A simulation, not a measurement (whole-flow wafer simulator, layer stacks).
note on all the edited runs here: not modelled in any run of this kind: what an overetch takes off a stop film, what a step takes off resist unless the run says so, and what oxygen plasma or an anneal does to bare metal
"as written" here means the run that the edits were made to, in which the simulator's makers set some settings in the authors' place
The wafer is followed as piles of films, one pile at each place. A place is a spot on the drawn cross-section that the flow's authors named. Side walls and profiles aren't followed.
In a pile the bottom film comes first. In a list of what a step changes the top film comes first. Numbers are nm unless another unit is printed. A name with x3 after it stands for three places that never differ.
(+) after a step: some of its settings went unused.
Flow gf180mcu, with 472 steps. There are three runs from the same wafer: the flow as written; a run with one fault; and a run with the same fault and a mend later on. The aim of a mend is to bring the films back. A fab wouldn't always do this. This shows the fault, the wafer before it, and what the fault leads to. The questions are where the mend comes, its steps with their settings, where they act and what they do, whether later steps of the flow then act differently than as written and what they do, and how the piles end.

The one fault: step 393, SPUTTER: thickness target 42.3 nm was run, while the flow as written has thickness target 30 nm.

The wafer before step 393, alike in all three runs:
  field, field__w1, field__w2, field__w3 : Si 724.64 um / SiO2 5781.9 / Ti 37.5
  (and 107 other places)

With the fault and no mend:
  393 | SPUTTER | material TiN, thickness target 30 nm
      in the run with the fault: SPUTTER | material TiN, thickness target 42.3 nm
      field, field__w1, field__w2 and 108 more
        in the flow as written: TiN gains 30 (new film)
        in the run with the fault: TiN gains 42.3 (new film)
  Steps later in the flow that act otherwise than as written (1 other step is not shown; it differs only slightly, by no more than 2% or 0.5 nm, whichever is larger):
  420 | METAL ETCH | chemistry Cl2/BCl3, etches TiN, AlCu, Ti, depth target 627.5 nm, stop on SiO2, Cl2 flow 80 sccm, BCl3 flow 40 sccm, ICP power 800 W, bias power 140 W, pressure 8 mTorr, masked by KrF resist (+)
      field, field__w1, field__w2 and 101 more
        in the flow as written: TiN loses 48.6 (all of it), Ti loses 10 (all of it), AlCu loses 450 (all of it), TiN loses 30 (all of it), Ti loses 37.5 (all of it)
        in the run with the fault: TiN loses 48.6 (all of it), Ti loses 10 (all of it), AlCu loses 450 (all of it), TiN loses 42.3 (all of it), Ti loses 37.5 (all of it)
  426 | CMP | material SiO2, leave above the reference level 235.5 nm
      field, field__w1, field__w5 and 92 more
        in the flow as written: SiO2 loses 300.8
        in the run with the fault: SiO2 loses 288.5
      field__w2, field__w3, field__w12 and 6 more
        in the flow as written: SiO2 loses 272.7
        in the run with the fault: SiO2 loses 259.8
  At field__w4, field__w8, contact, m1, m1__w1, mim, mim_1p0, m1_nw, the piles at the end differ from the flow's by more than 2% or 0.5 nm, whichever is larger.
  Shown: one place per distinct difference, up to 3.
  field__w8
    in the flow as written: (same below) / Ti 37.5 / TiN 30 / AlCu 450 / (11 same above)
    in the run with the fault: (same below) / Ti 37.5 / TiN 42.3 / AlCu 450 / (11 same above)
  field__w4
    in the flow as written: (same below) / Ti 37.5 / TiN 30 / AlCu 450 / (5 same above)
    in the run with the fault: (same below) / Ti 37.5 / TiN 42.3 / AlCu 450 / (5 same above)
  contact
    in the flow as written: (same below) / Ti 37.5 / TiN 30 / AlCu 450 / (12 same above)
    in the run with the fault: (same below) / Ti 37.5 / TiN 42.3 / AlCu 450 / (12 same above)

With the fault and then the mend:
  The mend stands after step 393.
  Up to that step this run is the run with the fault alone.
  393a | METAL ETCH | chemistry Cl2/BCl3, etches TiN, AlCu, Ti, depth target 12.3 nm, Cl2 flow 80 sccm, BCl3 flow 40 sccm, ICP power 800 W, bias power 140 W, pressure 8 mTorr (the flow's step 260, run once more with other settings)
      field, field__w1, field__w2 and 108 more
        TiN loses 12.3
  Every later step of the flow that is run acts as written at every place that is followed.
  By the end, the piles equal the flow's at every place that both follow.
